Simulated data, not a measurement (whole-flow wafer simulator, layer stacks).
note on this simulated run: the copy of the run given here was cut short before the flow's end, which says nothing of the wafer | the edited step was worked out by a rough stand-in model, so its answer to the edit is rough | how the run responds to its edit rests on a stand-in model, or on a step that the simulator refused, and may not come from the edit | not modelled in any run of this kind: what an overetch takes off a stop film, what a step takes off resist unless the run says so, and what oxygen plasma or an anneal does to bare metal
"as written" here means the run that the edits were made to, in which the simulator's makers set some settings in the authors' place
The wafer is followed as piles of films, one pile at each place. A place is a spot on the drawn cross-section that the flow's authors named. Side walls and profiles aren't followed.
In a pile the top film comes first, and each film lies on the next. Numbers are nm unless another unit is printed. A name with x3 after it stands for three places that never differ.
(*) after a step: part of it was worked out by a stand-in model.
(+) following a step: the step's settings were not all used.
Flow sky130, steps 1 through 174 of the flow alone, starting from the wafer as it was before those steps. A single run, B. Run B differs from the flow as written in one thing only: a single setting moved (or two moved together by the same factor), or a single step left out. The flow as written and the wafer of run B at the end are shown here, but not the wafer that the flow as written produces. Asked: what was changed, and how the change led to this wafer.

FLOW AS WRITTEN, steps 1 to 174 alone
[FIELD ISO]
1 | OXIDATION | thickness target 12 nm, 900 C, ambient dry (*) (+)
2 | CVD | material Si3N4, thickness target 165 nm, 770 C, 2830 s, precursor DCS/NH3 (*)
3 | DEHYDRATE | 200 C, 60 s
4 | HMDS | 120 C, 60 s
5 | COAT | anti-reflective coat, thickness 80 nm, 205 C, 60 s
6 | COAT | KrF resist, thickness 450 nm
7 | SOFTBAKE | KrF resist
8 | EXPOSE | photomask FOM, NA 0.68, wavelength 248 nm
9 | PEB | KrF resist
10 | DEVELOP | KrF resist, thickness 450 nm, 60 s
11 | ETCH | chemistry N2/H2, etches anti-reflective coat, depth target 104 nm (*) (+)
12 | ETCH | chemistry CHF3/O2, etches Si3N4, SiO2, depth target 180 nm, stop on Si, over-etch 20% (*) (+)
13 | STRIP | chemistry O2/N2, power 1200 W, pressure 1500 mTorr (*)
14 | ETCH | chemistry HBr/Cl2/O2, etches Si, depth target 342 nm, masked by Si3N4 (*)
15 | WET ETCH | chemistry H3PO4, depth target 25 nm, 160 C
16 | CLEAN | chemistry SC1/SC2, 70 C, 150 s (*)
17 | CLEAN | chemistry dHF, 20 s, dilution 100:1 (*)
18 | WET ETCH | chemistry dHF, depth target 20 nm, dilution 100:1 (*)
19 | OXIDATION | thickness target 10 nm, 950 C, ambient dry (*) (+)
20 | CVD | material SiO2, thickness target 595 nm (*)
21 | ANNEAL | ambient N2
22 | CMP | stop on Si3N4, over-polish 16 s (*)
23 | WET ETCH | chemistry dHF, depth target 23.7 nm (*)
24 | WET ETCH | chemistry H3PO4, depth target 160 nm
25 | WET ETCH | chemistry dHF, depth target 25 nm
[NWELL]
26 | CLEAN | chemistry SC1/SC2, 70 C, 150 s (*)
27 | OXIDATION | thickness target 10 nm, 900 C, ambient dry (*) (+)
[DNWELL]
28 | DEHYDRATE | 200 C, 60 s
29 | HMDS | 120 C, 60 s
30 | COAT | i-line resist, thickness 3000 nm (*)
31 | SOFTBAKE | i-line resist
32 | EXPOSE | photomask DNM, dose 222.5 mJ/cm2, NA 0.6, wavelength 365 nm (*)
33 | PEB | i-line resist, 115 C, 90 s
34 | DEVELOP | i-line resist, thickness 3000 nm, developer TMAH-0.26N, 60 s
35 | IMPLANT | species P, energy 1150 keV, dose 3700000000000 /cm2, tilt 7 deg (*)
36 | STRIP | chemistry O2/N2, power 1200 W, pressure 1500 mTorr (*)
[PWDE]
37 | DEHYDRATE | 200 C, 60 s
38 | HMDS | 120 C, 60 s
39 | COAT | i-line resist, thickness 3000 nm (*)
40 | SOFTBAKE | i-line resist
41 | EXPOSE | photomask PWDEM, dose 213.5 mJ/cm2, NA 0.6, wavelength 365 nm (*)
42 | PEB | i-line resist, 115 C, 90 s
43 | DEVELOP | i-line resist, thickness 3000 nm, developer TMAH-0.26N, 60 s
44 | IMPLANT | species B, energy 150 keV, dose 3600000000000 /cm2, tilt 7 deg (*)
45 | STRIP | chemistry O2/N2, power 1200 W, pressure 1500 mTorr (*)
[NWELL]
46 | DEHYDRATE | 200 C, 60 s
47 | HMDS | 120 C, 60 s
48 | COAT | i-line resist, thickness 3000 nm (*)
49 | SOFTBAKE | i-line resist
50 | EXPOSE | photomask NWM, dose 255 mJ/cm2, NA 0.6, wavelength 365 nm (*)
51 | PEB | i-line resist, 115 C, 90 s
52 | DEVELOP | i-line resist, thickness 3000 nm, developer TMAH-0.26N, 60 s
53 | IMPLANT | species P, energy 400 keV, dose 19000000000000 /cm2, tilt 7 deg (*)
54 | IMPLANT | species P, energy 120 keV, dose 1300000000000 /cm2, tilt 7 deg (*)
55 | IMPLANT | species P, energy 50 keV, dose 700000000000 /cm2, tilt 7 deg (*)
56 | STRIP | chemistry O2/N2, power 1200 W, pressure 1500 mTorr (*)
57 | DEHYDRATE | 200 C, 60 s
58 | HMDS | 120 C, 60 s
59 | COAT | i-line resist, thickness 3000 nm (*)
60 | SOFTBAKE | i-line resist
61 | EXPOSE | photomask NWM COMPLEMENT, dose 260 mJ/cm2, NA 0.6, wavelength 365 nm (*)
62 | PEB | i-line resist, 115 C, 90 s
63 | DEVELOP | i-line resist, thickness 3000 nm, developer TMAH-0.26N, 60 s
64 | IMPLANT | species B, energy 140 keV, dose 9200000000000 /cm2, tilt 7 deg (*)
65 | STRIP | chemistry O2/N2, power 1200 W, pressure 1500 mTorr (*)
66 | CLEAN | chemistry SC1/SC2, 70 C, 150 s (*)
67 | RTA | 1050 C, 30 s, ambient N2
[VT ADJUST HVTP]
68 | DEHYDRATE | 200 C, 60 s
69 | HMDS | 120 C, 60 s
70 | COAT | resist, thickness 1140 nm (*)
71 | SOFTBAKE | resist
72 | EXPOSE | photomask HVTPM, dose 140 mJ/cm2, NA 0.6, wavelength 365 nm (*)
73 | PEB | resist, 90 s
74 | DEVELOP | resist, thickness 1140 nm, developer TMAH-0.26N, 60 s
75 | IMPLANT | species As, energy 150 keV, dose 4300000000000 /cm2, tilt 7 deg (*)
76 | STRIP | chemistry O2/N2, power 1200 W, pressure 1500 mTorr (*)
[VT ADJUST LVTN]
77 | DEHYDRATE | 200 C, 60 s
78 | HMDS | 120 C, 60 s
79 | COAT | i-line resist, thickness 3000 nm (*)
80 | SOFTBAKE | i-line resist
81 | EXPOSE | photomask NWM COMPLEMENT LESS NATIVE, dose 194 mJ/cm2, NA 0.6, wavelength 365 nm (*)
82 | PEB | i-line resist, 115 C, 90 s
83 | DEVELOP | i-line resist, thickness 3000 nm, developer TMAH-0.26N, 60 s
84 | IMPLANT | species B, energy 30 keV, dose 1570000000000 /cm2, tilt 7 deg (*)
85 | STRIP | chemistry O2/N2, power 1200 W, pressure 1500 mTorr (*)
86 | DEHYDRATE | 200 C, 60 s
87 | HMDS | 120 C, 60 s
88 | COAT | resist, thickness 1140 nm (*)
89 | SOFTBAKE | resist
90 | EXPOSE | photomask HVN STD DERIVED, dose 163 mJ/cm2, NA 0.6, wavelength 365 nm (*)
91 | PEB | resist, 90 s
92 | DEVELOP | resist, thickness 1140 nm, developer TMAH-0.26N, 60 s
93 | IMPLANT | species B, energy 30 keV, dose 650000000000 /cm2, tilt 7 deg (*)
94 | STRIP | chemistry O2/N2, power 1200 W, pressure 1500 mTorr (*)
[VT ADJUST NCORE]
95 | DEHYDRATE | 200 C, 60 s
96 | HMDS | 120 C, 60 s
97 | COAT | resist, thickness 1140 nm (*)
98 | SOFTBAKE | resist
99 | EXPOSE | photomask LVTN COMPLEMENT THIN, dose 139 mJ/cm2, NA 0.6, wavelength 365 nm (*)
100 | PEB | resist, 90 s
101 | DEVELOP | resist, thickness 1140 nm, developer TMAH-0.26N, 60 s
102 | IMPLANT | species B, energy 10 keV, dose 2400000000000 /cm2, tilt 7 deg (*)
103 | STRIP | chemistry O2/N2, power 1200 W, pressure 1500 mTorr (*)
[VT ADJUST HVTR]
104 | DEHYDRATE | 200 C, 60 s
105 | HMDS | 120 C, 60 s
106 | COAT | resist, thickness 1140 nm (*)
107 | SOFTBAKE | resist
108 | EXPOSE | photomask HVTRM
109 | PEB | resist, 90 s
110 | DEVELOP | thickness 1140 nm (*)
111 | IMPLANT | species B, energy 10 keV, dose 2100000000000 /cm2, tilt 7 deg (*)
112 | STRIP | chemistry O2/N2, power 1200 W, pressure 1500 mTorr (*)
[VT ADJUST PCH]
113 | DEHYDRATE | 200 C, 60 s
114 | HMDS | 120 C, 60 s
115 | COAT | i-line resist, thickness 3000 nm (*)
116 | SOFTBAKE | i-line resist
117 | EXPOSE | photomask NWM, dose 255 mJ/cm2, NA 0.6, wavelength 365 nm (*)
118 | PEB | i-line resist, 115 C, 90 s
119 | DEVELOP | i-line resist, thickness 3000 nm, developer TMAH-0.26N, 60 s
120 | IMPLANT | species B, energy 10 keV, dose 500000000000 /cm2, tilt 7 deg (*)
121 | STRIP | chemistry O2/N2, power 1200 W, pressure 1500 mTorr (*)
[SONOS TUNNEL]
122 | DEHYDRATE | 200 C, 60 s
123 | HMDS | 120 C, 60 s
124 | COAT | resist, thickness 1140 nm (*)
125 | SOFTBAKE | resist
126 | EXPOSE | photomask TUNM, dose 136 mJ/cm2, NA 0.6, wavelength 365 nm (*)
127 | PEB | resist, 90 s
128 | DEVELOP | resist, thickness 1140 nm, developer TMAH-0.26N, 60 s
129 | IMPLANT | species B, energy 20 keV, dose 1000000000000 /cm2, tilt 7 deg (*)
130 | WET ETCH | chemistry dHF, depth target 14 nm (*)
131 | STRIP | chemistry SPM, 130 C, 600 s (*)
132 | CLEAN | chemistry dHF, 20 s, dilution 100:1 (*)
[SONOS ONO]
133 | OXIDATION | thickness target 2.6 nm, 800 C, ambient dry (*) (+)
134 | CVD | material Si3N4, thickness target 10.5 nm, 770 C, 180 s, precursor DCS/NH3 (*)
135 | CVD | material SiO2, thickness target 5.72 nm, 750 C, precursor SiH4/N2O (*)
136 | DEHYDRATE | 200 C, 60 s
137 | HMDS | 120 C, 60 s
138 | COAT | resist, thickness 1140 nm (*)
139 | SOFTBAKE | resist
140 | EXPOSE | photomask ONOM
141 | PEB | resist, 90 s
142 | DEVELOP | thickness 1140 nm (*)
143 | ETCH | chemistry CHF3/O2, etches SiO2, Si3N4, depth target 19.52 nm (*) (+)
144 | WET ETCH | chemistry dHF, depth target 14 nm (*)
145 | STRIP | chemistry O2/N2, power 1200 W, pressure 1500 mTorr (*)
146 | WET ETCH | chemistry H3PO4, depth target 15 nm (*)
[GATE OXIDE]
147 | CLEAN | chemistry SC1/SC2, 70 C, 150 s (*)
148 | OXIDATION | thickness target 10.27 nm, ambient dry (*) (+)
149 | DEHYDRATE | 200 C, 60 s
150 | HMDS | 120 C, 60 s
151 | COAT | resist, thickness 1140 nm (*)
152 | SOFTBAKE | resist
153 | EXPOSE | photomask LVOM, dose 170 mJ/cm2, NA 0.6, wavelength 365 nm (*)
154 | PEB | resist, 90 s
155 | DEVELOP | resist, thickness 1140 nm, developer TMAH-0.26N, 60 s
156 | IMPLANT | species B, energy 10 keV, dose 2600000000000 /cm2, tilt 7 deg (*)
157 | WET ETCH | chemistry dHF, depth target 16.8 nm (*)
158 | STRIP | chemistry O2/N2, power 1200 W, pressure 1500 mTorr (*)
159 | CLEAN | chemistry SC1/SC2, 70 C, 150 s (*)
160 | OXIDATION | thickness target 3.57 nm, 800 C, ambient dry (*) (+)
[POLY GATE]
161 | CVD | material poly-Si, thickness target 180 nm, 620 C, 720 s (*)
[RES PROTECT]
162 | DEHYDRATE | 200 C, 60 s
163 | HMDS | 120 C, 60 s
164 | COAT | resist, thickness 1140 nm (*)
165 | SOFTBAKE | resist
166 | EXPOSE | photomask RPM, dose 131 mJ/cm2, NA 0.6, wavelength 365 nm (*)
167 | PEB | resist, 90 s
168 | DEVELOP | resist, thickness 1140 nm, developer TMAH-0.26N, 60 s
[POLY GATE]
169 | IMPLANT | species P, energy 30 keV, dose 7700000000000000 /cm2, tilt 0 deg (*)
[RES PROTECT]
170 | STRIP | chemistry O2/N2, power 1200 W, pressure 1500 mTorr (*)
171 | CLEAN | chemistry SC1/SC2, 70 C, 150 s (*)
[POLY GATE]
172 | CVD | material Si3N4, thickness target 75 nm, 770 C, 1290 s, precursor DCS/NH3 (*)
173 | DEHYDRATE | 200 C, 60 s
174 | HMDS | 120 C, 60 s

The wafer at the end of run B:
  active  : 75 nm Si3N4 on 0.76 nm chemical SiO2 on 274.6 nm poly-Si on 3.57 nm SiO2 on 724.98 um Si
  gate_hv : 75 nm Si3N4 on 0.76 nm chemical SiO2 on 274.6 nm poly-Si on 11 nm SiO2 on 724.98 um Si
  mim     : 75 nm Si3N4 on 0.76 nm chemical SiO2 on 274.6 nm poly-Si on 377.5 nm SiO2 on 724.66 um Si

What caused this: step 161, CVD: 643 C was run, while the flow as written has 620 C.

The path from the change to this, step by step:
  161 | CVD | material poly-Si, thickness target 180 nm, 620 C, 720 s (*)
      field, active, n_well and 186 more: +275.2 poly-Si (new film) (in the flow as written it would be: +180 poly-Si (new film))
      ndiff_dn: +316 poly-Si (new film) (in the flow as written it would be: +215.7 poly-Si (new film))
